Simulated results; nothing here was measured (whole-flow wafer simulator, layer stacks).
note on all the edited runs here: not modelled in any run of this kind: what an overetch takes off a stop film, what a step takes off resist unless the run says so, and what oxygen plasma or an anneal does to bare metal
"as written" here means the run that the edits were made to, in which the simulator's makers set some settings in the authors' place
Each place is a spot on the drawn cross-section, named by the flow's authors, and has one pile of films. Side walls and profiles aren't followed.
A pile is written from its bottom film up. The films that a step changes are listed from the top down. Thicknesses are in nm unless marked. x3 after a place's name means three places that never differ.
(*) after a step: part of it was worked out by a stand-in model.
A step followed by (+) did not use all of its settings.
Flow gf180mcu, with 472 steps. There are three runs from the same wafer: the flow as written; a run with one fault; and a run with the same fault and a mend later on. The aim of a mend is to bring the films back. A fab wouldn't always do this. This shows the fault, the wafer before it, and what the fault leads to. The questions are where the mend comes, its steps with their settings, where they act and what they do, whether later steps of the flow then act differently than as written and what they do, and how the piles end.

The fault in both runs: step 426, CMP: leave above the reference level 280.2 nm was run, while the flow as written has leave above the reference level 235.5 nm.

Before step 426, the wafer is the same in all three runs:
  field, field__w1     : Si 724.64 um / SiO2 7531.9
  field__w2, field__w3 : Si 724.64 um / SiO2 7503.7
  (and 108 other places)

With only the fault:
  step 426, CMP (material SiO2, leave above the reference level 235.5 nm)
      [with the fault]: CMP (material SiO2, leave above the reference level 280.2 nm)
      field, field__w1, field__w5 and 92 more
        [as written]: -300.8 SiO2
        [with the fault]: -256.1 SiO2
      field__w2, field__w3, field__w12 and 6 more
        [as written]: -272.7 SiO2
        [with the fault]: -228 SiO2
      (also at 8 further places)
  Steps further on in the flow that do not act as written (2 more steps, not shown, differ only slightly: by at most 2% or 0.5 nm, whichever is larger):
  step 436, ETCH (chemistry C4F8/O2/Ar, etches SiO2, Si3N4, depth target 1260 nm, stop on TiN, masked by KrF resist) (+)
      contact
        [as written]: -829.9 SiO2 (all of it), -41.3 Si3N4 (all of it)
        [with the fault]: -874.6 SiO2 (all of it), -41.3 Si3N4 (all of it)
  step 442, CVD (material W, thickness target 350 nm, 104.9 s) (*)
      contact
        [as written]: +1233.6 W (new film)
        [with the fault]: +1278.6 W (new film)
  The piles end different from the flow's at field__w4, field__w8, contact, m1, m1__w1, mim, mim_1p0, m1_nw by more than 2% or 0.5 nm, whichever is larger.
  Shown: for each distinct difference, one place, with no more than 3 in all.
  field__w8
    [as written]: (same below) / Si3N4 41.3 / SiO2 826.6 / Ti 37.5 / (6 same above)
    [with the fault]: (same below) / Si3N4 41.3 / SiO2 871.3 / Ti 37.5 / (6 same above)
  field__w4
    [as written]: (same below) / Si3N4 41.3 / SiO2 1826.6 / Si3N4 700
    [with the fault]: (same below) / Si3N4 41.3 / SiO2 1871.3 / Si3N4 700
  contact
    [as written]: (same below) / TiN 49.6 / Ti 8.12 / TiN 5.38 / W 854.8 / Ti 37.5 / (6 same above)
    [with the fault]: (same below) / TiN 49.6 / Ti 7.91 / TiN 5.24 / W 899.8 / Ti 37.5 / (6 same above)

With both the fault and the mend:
  The mend follows step 426.
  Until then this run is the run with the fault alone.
  step 426a, CMP (material SiO2, leave above the reference level 235.5 nm) (a further turn of the flow's step 426)
      field, field__w1, field__w2 and 109 more
        -44.7 SiO2
  None of the later steps of the flow acts differently than as written at any place that is followed.
  The piles end the same as the flow's at every place that both follow.
